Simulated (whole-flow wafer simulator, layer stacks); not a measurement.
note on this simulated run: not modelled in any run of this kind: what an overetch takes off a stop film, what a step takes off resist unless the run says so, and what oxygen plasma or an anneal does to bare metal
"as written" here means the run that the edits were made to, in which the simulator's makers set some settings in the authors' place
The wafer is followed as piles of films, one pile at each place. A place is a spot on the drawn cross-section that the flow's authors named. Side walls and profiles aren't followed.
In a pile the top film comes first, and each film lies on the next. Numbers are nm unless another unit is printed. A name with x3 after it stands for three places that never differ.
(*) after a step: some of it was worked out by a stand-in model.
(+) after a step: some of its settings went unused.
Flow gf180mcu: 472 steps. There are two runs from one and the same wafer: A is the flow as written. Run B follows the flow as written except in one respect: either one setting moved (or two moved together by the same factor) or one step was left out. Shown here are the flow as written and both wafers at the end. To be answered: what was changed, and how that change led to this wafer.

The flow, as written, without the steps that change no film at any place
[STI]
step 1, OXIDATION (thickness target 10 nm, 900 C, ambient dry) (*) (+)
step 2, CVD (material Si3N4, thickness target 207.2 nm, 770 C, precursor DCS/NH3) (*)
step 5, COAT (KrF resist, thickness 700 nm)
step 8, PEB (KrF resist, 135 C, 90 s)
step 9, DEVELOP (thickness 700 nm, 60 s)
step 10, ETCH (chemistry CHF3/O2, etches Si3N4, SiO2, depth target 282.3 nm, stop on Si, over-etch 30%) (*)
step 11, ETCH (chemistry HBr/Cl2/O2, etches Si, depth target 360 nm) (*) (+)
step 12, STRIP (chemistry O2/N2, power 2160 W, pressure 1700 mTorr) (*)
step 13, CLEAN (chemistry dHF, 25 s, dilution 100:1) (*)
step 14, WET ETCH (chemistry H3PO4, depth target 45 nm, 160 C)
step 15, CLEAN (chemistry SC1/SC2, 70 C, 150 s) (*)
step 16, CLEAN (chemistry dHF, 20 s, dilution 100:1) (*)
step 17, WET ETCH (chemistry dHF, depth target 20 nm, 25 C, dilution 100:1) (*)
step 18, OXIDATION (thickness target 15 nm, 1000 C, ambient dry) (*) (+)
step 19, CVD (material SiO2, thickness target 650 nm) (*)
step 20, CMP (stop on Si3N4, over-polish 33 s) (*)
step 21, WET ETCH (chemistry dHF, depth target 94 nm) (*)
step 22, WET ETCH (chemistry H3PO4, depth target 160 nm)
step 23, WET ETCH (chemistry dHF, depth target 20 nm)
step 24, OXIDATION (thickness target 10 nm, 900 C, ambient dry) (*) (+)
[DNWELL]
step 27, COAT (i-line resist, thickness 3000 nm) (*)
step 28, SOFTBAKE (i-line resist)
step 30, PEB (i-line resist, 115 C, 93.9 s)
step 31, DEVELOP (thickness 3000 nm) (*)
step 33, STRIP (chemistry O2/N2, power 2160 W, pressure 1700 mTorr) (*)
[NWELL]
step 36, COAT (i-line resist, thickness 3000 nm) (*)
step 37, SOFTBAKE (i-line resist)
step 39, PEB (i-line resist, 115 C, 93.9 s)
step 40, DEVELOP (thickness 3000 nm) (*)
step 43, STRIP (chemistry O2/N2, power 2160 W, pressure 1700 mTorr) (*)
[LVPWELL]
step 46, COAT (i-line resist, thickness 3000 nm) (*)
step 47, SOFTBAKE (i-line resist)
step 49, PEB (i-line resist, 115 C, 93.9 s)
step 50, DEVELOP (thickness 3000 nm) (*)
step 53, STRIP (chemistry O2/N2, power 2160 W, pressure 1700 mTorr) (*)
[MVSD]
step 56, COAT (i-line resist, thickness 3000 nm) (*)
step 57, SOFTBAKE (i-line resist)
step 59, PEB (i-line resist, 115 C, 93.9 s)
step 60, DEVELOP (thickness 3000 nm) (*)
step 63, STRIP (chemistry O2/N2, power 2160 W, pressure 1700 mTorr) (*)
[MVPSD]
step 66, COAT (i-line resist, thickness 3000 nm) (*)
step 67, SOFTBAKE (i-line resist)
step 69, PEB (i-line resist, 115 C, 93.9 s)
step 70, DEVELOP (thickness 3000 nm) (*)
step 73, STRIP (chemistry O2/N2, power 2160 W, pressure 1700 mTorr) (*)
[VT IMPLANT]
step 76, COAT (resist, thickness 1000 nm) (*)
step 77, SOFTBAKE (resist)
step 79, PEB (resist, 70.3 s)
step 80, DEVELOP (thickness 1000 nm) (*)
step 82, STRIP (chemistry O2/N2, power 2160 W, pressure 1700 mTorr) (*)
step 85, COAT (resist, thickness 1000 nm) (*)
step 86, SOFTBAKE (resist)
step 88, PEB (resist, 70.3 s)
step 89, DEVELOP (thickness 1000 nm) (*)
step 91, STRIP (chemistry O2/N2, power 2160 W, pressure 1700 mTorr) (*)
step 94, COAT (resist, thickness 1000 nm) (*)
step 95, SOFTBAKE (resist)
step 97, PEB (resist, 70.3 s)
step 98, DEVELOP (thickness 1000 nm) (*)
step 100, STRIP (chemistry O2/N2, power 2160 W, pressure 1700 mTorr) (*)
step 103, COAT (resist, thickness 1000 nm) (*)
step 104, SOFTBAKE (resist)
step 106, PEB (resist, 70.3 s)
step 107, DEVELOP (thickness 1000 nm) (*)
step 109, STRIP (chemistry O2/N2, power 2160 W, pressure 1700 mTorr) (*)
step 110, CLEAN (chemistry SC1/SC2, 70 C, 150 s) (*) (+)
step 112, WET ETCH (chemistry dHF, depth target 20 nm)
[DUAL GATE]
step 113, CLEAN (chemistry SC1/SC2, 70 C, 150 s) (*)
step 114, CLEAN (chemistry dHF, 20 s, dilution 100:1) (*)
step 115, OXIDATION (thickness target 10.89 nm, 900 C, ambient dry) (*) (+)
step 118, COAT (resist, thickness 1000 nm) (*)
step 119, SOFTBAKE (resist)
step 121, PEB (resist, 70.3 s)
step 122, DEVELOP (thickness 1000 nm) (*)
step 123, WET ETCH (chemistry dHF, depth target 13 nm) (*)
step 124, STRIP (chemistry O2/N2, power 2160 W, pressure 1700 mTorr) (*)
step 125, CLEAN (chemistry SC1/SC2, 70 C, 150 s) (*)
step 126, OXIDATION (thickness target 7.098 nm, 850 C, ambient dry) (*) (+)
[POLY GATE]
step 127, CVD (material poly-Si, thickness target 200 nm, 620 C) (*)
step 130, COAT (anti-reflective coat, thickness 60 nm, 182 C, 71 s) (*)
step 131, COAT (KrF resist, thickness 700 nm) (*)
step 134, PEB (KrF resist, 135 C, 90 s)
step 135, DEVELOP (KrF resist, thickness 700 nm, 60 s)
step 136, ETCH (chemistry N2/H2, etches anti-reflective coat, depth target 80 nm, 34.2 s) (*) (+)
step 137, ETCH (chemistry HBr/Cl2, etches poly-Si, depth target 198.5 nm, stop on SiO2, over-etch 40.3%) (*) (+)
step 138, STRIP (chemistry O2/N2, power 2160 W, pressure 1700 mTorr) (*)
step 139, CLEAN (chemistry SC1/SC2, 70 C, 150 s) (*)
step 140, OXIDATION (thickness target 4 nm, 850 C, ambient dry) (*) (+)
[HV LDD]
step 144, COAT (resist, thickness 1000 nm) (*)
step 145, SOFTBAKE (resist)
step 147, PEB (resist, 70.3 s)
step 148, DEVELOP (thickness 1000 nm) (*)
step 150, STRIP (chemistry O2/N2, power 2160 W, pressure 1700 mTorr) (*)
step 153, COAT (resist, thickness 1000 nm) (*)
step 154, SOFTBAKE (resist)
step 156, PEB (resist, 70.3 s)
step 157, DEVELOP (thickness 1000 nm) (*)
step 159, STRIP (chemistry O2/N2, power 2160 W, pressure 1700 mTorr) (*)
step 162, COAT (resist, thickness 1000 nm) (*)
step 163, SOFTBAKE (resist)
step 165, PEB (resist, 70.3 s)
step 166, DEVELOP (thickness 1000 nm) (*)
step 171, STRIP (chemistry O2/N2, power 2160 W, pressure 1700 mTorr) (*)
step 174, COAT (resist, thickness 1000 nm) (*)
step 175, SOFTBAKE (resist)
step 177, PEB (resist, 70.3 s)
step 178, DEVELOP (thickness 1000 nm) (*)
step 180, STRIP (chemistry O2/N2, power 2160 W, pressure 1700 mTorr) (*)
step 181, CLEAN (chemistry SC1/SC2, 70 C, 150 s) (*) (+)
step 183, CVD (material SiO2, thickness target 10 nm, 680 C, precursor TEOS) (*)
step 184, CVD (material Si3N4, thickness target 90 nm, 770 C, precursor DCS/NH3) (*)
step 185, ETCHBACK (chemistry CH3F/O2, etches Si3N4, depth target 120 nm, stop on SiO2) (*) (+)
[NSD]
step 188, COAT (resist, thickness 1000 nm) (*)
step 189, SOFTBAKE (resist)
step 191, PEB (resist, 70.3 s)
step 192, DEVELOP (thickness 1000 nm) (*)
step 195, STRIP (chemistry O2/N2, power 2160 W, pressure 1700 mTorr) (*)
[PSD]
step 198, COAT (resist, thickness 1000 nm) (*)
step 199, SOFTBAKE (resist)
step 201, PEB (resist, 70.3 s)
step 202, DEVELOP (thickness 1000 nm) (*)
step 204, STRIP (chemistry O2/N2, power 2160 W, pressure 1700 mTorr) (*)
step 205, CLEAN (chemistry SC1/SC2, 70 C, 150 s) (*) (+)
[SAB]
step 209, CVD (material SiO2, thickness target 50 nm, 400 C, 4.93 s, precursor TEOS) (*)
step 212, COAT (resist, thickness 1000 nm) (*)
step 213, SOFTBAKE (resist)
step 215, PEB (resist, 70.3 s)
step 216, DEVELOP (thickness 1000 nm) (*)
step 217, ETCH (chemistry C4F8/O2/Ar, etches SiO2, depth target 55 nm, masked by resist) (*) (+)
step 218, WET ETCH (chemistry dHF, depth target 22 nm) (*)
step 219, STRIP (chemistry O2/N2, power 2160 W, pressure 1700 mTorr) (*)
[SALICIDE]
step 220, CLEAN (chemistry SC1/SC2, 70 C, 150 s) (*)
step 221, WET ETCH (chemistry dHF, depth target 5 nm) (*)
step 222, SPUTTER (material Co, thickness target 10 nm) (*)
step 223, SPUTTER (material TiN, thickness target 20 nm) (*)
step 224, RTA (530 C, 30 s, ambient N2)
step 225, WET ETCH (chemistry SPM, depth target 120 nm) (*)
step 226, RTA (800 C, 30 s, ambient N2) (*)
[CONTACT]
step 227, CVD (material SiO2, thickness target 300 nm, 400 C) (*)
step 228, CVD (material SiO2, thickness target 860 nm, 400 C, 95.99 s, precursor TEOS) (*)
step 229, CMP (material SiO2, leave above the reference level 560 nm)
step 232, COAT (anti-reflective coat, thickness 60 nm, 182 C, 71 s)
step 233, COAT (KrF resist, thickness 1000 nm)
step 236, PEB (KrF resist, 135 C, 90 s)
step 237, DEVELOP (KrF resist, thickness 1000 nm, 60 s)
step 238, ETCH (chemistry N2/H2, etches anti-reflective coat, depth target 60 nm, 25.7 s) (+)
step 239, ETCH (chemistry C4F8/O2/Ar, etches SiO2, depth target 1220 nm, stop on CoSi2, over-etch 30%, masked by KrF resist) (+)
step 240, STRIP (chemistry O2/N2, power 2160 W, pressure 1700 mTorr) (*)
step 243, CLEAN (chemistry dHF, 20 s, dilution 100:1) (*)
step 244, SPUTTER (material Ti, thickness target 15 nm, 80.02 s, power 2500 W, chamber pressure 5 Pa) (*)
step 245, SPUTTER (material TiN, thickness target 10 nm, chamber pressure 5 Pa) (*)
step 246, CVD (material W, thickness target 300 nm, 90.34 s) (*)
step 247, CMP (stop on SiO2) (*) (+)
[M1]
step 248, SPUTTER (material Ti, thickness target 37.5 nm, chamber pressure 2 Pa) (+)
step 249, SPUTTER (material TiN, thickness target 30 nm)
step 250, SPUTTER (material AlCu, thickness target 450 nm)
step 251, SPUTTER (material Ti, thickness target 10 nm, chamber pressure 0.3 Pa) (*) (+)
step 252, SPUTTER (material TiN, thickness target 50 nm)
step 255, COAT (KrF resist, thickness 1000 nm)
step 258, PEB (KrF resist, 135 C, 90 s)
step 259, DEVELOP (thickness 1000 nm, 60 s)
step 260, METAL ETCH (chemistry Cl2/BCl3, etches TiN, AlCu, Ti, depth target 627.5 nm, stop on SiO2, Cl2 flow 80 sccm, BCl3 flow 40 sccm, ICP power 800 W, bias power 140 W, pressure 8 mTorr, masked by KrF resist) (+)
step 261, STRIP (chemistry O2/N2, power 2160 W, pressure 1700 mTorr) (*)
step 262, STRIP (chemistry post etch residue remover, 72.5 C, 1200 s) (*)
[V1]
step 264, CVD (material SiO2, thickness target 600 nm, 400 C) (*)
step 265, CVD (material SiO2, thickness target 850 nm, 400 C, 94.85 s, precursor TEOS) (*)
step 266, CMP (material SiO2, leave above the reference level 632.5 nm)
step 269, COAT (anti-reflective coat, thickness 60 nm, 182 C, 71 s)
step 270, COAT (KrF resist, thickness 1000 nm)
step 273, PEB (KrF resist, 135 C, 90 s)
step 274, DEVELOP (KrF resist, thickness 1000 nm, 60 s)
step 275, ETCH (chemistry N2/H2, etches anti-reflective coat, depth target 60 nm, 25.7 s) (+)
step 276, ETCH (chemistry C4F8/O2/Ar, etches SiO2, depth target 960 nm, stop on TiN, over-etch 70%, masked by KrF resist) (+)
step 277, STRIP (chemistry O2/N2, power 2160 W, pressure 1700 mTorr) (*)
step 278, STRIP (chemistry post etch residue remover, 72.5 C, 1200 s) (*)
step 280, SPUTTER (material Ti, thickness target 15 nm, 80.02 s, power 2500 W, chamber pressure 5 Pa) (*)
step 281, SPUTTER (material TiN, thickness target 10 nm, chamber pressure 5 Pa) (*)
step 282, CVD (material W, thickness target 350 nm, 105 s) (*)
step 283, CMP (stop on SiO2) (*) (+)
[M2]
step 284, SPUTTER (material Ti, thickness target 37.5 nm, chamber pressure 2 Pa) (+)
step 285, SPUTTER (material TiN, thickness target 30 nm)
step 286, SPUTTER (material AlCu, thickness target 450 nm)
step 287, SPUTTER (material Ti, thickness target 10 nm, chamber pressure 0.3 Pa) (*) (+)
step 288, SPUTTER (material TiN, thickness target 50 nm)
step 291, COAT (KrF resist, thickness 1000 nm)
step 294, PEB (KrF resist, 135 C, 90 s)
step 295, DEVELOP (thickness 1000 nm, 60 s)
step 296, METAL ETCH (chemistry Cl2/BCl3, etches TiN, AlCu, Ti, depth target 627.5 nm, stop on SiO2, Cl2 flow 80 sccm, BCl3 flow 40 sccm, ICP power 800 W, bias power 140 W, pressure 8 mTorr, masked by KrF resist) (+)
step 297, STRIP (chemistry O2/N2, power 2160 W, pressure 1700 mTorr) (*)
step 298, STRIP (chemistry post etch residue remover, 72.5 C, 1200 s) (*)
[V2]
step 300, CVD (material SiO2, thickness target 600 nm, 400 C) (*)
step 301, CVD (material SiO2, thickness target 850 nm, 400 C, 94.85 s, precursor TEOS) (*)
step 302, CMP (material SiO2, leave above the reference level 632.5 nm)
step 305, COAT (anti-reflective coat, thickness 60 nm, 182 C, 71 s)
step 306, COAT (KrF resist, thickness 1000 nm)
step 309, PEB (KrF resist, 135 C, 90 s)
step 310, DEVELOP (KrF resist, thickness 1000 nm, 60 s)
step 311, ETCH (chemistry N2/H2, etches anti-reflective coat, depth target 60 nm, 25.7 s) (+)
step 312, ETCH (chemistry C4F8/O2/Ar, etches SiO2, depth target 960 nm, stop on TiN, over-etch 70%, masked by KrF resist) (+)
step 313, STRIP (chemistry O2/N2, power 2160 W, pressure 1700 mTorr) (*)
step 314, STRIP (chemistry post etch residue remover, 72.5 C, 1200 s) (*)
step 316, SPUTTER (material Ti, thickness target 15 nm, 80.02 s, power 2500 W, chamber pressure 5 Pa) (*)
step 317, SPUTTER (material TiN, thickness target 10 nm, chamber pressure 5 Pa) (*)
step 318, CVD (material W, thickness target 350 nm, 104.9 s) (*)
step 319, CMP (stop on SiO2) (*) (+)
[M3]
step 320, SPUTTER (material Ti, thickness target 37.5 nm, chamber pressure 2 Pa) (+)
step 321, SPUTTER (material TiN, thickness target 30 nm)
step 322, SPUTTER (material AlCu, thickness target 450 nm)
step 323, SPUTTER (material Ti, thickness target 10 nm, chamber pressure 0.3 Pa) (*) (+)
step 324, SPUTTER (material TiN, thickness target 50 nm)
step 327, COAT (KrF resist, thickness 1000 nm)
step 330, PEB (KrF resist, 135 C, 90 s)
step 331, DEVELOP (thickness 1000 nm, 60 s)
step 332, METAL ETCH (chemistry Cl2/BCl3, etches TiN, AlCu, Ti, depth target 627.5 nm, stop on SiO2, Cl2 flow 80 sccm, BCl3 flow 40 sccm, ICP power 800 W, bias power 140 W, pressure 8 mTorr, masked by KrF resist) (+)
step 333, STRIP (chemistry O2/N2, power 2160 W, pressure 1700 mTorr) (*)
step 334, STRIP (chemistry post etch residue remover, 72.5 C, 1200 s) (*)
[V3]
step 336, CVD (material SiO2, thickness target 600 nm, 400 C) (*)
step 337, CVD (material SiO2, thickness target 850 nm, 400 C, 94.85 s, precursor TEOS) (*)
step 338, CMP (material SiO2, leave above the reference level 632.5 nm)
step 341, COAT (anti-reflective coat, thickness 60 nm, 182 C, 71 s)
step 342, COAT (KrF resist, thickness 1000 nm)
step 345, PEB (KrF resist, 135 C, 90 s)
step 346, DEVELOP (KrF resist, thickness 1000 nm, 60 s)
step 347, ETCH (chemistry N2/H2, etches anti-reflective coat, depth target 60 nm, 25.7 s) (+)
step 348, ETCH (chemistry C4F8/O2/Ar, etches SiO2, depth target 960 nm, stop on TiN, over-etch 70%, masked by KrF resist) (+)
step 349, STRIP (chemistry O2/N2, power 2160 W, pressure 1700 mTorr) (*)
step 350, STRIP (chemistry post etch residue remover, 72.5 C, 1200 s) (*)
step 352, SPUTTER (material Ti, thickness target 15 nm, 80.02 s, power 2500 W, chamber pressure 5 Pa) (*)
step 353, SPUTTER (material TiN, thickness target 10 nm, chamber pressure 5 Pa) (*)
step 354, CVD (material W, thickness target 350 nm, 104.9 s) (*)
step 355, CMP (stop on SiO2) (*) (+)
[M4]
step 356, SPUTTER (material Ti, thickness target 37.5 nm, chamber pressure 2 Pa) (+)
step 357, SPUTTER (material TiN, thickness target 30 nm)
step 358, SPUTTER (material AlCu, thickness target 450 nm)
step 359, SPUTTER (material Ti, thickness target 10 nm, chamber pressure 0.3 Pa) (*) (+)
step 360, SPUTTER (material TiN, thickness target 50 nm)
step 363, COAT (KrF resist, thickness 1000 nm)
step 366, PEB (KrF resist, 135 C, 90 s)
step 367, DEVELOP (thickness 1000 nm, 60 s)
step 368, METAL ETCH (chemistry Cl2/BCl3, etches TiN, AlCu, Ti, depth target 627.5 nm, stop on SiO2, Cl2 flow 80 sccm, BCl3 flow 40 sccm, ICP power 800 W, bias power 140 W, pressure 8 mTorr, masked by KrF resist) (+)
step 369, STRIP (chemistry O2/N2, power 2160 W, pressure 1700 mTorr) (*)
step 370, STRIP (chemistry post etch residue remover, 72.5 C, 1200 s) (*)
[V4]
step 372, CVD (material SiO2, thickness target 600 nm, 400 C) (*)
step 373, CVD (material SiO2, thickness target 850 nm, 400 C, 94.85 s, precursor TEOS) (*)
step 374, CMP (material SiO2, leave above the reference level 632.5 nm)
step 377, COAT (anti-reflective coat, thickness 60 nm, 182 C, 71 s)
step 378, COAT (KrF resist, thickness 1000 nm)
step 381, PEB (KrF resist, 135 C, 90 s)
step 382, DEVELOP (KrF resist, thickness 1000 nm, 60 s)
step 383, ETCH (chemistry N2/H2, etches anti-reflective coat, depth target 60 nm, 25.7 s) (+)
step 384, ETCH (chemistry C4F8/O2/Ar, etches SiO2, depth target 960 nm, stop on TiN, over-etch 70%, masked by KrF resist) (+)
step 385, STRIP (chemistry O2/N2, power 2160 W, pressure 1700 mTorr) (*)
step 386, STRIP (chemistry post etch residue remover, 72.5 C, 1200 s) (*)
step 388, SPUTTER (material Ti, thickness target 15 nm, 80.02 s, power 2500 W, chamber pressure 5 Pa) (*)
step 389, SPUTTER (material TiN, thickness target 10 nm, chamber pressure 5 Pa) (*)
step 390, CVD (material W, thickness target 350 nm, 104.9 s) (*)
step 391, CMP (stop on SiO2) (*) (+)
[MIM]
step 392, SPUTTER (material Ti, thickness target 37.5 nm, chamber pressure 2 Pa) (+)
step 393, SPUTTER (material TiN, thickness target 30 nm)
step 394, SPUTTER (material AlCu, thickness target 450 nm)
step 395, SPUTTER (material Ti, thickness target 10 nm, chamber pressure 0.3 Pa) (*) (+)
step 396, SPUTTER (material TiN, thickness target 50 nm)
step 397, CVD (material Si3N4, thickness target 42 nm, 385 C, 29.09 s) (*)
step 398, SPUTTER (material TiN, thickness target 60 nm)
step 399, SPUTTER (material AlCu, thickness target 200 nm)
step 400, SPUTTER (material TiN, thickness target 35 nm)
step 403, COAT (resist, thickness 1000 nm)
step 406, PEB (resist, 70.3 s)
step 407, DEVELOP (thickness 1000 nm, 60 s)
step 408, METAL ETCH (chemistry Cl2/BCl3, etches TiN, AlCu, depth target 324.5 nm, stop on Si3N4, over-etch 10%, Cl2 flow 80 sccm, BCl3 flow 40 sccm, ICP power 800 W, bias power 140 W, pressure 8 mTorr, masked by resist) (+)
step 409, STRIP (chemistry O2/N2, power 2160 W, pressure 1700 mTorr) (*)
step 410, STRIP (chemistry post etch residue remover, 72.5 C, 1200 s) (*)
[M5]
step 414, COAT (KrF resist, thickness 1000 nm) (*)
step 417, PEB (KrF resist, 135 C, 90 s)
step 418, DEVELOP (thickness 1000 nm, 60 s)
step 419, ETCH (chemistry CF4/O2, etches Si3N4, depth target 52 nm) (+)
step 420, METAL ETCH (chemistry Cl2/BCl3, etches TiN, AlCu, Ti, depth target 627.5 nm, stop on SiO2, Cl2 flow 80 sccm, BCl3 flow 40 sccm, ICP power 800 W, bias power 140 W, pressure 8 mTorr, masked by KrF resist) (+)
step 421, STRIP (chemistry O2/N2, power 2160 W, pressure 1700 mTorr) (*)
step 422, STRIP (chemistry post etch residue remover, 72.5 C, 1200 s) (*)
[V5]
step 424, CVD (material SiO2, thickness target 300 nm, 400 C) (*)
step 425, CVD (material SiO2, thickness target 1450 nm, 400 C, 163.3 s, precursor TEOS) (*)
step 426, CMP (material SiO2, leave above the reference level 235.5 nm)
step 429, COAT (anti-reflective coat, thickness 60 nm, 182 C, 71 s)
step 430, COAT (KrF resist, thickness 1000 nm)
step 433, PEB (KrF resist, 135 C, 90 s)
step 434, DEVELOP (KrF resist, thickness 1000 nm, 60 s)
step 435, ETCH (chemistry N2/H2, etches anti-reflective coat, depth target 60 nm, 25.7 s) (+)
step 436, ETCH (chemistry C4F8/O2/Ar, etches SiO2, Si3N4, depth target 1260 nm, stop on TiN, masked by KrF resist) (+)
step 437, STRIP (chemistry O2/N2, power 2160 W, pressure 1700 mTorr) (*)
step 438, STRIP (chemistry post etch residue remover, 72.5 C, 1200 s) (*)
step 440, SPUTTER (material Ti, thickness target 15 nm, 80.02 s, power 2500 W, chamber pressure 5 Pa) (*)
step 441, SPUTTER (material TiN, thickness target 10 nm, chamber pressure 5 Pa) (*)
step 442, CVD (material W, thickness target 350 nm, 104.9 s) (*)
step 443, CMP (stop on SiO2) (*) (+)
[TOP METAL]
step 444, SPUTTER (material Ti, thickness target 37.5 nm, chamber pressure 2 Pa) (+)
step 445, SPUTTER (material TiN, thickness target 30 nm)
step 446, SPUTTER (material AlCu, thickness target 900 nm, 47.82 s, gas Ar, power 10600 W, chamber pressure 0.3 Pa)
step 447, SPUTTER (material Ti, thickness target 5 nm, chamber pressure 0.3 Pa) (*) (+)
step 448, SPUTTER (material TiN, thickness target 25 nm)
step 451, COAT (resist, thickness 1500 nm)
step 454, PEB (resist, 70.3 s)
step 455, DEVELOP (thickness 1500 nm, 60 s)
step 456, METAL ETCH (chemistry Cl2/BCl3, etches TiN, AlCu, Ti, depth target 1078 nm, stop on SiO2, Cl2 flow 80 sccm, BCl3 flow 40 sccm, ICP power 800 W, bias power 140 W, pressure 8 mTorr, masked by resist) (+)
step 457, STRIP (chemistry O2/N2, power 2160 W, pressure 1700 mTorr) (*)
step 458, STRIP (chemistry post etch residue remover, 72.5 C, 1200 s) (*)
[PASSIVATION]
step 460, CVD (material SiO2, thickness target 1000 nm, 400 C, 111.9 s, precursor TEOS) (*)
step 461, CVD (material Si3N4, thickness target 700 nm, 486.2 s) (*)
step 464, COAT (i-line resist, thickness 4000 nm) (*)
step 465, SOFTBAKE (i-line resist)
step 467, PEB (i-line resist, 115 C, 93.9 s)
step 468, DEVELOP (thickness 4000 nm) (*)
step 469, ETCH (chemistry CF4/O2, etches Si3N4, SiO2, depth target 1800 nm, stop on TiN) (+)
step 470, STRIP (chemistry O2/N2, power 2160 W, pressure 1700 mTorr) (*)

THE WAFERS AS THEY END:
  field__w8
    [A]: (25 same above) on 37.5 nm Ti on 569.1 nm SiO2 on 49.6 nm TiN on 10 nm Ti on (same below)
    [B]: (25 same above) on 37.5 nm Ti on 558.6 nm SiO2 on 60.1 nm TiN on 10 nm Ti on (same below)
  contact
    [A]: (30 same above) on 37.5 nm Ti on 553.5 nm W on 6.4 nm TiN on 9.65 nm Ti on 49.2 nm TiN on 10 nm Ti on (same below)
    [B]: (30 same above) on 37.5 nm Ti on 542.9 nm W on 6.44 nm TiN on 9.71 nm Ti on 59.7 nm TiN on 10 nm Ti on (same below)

What caused this: step 288, SPUTTER: thickness target 60.5 nm was run, though the flow has thickness target 50 nm.

The path from the change to this, step by step:
  step 288, SPUTTER (material TiN, thickness target 50 nm)
      field, field__w1, field__w2 and 108 more: A +50 TiN (new film) | B +60.5 TiN (new film)
  step 296, METAL ETCH (chemistry Cl2/BCl3, etches TiN, AlCu, Ti, depth target 627.5 nm, stop on SiO2, Cl2 flow 80 sccm, BCl3 flow 40 sccm, ICP power 800 W, bias power 140 W, pressure 8 mTorr, masked by KrF resist) (+)
      field, field__w1, field__w2 and 103 more: A -50 TiN (all of it), -10 Ti (all of it), -450 AlCu (all of it), -30 TiN (all of it), -37.5 Ti (all of it) | B -60.5 TiN (all of it), -10 Ti (all of it), -450 AlCu (all of it), -30 TiN (all of it), -37.5 Ti (all of it)
